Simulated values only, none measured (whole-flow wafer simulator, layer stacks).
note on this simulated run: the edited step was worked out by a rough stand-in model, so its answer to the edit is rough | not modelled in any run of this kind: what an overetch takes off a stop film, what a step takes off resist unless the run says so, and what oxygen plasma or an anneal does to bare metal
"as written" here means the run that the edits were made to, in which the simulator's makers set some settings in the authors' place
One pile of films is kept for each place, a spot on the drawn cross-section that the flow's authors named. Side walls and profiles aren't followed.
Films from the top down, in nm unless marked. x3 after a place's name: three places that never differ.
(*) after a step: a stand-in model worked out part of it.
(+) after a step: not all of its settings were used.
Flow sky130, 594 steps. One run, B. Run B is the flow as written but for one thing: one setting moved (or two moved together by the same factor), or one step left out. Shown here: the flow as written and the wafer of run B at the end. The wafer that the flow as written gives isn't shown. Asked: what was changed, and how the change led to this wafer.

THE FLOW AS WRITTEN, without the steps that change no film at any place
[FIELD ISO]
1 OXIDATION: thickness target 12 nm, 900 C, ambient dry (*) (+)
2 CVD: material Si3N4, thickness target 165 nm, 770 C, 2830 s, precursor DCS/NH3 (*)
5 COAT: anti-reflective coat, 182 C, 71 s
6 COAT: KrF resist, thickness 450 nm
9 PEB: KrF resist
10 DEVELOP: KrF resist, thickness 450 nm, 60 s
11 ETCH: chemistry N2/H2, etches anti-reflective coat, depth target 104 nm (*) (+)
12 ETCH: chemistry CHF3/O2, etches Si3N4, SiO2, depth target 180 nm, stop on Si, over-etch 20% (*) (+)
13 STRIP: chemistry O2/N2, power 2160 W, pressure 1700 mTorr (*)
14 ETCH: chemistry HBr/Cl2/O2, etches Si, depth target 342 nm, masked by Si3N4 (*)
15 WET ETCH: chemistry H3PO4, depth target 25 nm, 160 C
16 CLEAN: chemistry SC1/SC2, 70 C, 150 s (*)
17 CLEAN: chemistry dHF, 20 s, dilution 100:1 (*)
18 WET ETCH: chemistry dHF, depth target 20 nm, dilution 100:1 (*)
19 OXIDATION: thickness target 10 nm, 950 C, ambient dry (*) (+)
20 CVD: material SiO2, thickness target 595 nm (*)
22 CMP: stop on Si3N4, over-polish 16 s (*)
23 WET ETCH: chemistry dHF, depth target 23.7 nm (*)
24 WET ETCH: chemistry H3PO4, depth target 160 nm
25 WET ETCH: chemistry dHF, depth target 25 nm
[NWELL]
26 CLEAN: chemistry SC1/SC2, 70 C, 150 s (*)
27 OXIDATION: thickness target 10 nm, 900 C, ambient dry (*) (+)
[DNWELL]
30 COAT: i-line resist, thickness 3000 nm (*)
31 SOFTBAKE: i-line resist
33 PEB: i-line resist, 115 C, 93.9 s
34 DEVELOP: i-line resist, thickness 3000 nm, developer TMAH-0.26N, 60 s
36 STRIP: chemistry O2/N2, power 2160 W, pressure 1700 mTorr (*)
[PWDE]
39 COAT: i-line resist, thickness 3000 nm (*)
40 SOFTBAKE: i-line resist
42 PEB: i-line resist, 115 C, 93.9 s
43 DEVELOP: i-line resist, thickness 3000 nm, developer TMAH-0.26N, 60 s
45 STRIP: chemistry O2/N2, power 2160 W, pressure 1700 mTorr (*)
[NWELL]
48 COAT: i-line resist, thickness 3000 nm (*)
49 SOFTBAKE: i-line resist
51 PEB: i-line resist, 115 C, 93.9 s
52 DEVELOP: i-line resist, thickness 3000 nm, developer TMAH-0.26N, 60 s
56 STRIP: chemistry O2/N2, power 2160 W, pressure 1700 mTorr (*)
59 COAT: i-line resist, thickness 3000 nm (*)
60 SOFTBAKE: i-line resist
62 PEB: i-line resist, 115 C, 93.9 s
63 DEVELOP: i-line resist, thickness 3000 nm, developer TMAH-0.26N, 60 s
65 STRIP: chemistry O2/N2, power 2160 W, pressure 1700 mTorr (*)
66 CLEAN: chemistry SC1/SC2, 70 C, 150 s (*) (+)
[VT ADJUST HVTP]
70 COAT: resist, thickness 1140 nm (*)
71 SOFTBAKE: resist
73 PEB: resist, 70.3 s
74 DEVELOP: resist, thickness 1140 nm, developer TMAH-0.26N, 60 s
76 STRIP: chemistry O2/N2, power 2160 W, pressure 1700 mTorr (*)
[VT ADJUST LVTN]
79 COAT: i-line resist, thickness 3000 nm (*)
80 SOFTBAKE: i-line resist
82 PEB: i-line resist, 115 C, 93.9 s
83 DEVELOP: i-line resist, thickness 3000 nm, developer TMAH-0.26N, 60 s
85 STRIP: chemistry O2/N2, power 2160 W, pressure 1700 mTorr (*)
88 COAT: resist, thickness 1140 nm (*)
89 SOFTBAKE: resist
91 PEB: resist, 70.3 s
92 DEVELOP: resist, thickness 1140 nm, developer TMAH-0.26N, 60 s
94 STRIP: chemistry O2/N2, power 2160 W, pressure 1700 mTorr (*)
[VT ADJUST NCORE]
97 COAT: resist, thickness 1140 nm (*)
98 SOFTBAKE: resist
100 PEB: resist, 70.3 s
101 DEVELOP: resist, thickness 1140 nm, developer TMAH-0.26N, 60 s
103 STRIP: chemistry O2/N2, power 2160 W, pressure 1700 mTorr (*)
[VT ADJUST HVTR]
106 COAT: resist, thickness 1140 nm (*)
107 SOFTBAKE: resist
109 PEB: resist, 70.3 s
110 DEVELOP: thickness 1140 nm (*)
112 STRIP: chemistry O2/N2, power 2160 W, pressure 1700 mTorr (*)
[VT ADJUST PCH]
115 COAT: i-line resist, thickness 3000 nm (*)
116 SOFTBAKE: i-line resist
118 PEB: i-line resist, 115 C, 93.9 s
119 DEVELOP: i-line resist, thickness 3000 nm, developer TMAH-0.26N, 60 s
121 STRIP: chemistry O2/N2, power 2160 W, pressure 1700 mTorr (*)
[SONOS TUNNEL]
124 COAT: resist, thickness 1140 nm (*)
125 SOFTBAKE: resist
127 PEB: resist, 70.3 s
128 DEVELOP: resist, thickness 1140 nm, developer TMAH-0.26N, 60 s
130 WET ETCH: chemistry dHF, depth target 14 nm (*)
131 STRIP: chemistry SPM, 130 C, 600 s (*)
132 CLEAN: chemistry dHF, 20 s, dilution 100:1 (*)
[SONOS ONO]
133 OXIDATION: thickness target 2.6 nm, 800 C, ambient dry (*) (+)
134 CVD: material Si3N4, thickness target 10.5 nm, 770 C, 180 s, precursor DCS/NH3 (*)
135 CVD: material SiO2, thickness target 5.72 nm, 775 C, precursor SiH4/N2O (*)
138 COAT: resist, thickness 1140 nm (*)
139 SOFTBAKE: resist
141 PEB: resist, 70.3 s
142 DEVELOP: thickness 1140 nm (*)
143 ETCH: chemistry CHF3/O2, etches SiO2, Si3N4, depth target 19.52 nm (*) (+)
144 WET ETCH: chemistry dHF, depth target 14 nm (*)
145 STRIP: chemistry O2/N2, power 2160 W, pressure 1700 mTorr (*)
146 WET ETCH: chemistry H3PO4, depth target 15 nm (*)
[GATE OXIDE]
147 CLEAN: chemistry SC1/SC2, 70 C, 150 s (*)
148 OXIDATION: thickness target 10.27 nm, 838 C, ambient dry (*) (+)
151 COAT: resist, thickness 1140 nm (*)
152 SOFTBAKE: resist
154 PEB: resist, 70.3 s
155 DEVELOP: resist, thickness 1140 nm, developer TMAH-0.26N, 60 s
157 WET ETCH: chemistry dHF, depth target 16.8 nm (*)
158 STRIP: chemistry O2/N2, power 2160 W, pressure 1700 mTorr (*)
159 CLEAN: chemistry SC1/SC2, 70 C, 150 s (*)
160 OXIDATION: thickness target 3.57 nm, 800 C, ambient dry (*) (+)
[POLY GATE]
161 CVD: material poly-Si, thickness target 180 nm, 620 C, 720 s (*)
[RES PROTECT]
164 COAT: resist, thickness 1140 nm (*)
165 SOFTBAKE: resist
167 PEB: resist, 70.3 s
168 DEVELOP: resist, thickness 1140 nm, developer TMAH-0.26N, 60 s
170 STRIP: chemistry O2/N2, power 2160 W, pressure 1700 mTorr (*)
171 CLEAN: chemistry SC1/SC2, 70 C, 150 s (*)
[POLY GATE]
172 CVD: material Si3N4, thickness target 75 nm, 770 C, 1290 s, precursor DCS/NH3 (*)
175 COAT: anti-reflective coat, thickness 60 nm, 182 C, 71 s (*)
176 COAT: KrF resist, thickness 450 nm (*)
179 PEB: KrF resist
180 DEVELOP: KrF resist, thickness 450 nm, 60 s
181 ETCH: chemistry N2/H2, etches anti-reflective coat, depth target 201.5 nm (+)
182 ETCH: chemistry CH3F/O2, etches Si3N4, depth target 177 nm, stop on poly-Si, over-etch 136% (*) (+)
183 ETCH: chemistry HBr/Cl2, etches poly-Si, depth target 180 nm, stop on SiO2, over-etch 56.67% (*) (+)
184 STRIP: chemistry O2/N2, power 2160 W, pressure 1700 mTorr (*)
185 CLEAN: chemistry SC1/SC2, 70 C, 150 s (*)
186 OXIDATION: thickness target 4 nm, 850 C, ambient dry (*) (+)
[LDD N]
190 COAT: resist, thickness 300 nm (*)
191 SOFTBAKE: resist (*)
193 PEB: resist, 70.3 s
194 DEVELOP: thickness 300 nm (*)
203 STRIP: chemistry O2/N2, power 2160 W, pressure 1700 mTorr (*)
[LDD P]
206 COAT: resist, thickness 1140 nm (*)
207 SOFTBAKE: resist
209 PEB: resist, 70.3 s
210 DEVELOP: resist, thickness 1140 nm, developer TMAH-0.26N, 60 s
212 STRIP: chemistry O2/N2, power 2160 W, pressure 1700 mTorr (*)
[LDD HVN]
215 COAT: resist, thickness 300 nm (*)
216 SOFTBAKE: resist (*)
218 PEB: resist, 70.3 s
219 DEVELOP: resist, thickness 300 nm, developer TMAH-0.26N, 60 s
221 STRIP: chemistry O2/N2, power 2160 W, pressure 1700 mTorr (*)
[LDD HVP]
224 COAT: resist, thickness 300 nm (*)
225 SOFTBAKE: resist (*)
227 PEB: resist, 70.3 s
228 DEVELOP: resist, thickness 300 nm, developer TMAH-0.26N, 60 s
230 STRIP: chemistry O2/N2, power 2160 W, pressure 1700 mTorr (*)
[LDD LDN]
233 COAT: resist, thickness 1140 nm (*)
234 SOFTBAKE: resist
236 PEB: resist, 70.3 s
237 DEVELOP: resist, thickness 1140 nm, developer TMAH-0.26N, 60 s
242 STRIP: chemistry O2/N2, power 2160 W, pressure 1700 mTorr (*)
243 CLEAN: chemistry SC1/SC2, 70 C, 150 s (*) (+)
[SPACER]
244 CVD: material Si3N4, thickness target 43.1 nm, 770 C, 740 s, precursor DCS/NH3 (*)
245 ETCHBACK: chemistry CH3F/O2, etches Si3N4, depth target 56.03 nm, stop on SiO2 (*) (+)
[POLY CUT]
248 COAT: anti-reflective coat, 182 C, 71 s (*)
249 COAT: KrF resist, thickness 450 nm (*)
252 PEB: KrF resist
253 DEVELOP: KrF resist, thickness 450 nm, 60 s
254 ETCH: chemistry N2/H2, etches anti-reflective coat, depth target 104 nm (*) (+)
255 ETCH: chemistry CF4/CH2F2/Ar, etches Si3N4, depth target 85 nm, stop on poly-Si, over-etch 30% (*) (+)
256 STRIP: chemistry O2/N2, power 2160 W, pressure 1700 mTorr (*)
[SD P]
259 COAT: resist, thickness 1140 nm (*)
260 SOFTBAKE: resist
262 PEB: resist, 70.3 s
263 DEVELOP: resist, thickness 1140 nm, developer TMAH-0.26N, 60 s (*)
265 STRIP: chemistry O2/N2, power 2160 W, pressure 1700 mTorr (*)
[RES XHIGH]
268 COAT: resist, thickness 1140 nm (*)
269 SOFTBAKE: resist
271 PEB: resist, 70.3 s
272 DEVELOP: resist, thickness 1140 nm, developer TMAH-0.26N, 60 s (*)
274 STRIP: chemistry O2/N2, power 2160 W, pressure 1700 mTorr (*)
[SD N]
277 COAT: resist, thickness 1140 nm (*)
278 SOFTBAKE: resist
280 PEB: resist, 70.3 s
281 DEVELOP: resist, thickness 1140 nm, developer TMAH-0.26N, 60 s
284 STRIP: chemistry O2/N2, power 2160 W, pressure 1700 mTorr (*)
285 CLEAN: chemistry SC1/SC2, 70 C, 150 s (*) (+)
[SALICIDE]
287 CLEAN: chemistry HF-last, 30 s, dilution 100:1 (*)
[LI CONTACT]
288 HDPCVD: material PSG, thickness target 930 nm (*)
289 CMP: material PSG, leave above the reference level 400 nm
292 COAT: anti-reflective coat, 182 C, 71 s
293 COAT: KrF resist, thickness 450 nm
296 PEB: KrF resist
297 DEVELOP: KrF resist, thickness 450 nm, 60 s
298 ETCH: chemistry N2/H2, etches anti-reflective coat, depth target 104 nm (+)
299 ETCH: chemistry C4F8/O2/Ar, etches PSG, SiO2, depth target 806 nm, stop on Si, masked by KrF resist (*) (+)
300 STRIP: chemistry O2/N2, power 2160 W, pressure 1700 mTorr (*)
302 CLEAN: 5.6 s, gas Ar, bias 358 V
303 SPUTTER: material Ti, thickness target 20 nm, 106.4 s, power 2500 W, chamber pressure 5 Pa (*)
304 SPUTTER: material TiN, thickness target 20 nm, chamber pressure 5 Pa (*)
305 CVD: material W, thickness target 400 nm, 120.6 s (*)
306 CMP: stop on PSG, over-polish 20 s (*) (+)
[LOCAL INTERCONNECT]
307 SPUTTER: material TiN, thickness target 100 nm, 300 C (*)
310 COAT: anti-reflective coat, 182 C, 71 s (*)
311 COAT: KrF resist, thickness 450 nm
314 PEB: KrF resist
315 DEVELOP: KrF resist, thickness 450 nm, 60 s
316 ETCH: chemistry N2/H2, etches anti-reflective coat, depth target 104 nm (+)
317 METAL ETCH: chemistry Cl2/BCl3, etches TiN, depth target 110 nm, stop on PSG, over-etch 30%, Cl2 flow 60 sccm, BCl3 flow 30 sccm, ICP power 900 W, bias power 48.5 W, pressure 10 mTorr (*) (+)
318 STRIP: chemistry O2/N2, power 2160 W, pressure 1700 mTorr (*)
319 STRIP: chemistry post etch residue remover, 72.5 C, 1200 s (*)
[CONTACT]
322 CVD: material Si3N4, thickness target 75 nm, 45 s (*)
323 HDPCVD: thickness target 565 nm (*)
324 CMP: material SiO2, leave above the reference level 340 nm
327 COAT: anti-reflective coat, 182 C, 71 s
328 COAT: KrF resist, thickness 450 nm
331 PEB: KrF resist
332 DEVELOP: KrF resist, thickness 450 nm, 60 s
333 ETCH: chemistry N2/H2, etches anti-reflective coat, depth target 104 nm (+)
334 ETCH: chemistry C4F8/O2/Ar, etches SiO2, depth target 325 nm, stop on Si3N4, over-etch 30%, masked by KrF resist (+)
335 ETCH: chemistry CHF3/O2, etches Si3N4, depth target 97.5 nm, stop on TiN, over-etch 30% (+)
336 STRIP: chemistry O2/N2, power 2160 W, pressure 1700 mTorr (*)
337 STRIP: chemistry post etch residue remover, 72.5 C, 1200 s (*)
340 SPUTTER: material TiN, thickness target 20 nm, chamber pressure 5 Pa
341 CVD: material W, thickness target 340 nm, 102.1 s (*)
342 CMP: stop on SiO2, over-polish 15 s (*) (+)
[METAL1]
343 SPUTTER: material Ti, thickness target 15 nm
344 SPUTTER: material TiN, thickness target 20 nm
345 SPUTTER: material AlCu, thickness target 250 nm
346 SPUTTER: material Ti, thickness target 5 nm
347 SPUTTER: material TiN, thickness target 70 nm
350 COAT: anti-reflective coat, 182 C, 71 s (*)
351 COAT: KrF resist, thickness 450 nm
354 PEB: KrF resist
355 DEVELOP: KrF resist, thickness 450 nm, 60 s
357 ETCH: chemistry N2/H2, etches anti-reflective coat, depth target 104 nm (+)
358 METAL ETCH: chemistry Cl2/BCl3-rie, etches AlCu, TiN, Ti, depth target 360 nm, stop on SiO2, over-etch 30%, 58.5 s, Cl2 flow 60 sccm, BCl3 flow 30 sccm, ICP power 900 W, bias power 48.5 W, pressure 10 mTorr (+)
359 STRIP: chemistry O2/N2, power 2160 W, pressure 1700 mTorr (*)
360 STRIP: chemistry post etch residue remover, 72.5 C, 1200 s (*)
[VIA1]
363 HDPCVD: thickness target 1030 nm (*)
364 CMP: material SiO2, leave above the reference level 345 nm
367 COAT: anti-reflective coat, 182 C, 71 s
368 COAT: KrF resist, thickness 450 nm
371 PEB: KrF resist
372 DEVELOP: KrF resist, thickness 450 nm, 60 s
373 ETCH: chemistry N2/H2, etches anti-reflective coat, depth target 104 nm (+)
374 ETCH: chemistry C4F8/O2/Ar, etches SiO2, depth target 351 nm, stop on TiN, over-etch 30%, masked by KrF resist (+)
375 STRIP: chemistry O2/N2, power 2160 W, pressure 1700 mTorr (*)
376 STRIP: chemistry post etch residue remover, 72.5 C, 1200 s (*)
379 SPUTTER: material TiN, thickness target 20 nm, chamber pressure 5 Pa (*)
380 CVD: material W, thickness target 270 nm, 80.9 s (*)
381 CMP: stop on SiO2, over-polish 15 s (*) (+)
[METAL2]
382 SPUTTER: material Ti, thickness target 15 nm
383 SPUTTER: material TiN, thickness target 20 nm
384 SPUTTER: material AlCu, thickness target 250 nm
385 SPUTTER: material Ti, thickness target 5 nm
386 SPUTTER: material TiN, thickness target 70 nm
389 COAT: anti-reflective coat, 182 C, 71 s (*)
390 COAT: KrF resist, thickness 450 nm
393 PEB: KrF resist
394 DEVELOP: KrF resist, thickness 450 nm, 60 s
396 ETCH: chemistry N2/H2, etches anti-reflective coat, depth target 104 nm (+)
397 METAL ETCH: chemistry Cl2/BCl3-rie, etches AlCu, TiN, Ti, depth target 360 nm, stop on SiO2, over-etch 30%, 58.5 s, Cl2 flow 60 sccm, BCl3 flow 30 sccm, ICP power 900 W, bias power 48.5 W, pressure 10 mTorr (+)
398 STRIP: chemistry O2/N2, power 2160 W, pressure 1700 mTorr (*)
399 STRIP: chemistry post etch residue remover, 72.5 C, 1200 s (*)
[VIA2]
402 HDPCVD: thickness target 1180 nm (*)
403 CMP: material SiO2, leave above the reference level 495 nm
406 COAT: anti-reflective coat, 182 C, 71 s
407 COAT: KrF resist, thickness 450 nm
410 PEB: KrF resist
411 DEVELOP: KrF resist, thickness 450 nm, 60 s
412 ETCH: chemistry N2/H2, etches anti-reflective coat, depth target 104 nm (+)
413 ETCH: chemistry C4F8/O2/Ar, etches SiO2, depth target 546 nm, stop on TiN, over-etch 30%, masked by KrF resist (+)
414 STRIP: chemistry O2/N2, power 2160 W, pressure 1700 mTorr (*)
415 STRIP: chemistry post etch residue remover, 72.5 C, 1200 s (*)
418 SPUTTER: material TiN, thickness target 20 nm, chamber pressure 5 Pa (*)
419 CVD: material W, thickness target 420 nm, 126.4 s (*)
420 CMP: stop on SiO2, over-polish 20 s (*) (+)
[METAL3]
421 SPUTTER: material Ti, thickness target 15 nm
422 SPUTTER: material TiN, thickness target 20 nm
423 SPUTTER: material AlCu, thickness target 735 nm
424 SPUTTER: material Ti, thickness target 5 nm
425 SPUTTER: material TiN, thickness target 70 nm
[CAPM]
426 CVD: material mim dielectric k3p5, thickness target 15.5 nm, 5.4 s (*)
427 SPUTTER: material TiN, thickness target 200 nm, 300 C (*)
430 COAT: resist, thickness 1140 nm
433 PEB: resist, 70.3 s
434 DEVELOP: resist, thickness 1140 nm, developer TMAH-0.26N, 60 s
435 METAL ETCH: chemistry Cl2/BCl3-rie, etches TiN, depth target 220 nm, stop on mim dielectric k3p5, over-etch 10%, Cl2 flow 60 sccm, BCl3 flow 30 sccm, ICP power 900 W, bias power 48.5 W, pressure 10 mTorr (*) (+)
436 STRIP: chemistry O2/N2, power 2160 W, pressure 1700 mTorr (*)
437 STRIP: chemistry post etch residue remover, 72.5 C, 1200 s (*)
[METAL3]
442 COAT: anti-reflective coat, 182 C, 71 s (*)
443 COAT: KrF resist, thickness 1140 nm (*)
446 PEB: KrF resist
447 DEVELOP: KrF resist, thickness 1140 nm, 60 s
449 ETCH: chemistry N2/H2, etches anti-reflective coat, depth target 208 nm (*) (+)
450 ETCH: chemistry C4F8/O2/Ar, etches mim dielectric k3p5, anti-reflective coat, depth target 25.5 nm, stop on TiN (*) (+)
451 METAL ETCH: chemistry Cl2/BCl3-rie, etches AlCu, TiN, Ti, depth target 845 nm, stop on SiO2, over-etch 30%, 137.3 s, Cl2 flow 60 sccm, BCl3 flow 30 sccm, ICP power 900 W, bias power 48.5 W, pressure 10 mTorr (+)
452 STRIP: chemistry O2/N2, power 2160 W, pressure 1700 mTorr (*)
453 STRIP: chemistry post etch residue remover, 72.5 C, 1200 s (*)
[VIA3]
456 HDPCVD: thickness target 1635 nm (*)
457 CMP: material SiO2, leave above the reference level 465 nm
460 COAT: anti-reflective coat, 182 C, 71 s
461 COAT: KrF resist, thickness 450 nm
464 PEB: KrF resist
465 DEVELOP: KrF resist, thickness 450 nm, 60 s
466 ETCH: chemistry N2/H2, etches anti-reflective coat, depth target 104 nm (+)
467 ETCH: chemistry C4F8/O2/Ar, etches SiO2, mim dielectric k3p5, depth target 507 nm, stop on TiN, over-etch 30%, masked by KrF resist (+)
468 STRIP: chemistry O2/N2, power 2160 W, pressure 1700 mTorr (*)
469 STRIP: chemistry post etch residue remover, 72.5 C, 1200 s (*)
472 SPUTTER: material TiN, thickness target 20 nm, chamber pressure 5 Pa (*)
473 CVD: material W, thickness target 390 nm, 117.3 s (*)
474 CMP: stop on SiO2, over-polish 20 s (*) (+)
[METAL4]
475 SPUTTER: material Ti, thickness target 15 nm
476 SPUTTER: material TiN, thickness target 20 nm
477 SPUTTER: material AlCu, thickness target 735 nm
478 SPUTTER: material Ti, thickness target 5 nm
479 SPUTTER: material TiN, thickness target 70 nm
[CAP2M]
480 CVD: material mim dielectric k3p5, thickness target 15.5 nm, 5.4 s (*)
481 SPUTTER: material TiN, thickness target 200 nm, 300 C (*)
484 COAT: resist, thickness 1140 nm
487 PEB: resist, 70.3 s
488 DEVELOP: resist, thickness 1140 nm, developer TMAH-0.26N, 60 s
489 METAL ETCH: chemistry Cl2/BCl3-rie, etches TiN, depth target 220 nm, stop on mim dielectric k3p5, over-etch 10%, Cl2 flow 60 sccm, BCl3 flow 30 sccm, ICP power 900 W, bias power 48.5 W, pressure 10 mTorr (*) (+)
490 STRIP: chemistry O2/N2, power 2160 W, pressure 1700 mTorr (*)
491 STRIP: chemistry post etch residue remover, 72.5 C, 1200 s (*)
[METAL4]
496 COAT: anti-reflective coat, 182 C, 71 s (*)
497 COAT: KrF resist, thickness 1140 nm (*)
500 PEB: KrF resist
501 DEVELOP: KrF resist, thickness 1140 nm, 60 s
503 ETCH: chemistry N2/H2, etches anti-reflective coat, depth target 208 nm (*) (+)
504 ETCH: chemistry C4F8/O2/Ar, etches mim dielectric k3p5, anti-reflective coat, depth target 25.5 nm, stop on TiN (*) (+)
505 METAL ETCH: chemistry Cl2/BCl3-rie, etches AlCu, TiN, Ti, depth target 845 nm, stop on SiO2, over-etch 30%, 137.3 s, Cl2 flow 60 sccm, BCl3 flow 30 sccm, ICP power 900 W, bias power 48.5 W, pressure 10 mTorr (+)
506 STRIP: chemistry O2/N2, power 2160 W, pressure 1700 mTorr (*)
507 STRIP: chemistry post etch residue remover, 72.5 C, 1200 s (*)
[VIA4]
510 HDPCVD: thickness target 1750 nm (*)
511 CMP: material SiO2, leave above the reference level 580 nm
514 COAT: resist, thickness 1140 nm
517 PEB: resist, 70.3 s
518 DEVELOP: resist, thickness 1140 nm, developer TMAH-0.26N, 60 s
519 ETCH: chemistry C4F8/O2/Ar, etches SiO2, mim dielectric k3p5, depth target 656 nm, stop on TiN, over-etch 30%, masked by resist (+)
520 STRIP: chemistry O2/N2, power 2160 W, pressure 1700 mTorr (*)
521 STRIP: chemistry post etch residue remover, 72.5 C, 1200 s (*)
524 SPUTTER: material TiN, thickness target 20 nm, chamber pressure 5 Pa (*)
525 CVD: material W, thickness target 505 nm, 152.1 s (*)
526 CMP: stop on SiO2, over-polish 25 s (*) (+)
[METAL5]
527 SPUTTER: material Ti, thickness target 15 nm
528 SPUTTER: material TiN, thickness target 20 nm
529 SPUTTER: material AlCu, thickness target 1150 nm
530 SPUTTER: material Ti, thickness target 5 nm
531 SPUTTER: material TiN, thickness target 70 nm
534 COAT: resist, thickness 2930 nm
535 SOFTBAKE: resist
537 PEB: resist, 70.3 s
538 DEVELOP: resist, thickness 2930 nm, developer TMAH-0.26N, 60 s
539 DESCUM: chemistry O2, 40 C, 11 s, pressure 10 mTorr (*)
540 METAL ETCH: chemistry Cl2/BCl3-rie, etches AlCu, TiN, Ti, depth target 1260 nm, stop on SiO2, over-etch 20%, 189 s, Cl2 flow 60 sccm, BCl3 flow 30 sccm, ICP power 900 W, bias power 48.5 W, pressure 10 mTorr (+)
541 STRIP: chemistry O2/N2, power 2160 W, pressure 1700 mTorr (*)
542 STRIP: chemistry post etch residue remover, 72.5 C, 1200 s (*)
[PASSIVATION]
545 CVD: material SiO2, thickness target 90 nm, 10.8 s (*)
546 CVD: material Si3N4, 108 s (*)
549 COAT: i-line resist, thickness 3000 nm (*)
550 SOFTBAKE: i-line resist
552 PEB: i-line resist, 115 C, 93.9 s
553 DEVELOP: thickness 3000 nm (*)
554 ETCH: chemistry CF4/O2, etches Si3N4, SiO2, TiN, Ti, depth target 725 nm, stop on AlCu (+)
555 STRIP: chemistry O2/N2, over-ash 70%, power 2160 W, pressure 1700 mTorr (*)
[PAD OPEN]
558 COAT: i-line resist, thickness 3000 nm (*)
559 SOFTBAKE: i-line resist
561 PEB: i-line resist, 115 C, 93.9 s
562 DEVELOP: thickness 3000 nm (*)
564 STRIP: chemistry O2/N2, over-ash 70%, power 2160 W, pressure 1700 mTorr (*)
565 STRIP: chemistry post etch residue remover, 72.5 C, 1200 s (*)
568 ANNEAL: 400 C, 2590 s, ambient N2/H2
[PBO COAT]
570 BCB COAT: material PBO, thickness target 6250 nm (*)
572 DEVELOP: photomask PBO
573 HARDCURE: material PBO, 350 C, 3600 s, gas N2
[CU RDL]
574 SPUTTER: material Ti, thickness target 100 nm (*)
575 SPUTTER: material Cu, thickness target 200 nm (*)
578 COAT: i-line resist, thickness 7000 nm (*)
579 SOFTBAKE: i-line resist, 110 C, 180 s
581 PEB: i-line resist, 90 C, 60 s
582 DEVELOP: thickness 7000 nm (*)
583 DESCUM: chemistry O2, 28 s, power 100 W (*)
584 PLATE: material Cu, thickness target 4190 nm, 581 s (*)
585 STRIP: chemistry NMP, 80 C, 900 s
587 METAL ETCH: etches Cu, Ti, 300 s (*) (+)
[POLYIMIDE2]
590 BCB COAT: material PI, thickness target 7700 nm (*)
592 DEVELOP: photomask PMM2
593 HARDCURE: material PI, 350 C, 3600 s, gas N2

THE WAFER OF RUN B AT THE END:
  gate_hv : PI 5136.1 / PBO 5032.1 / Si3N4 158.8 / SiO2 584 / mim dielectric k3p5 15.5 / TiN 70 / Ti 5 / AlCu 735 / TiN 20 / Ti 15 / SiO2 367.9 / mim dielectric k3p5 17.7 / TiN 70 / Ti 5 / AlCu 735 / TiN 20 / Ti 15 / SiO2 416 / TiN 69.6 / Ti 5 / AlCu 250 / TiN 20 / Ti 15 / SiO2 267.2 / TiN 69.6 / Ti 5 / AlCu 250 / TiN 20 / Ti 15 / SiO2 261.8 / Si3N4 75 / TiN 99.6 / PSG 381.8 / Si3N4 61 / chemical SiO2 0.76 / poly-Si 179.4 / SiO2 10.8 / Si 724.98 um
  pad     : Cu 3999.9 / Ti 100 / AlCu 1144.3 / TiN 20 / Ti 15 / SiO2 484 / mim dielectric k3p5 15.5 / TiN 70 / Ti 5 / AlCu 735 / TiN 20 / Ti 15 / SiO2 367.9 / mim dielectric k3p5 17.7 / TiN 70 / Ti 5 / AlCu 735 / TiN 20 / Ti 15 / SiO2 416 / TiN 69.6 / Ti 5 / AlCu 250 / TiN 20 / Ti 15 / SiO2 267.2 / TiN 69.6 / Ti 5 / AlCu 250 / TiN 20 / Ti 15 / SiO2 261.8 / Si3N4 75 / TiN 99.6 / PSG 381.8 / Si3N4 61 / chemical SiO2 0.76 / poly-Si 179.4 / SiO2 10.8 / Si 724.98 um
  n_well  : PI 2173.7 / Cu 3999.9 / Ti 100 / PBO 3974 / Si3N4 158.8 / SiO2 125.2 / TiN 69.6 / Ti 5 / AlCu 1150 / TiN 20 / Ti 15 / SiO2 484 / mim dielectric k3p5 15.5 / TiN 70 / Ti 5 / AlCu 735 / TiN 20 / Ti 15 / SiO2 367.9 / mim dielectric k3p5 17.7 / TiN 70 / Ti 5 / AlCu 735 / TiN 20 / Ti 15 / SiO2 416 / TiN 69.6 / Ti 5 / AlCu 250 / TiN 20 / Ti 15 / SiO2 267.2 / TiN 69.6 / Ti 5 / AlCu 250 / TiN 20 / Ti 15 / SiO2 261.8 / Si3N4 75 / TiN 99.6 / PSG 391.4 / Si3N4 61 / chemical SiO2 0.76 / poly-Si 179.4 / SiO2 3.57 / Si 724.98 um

The cause: step 426, CVD: thickness target 17.7 nm was run, where the flow has thickness target 15.5 nm; step 426, CVD: 6.16 s was run, where the flow has 5.4 s.
It can be read off the wafer: gate_hv has mim dielectric k3p5 17.7, and step 426 as written asks for 15.5 nm.

How the change led to this, step by step:
  426 CVD: material mim dielectric k3p5, thickness target 15.5 nm, 5.4 s (*)
      field, active, n_well and 188 more: mim dielectric k3p5 +17.7 (new film) (as written it would be: mim dielectric k3p5 +15.5 (new film))
  450 ETCH: chemistry C4F8/O2/Ar, etches mim dielectric k3p5, anti-reflective coat, depth target 25.5 nm, stop on TiN (*) (+)
      n_well, p_well, gate_hv and 104 more: KrF resist -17 (as written it would be: KrF resist -15.5)
      field, active, gate and 82 more: mim dielectric k3p5 -17.7 (all of it) (as written it would be: mim dielectric k3p5 -15.5 (all of it))
  467 ETCH: chemistry C4F8/O2/Ar, etches SiO2, mim dielectric k3p5, depth target 507 nm, stop on TiN, over-etch 30%, masked by KrF resist (+)
      m1: SiO2 -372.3 (all of it), mim dielectric k3p5 -17.7 (all of it) (as written it would be: SiO2 -374.5 (all of it), mim dielectric k3p5 -15.5 (all of it))
      via3_hole: SiO2 -371.7 (all of it), mim dielectric k3p5 -17.7 (all of it) (as written it would be: SiO2 -373.9 (all of it), mim dielectric k3p5 -15.5 (all of it))
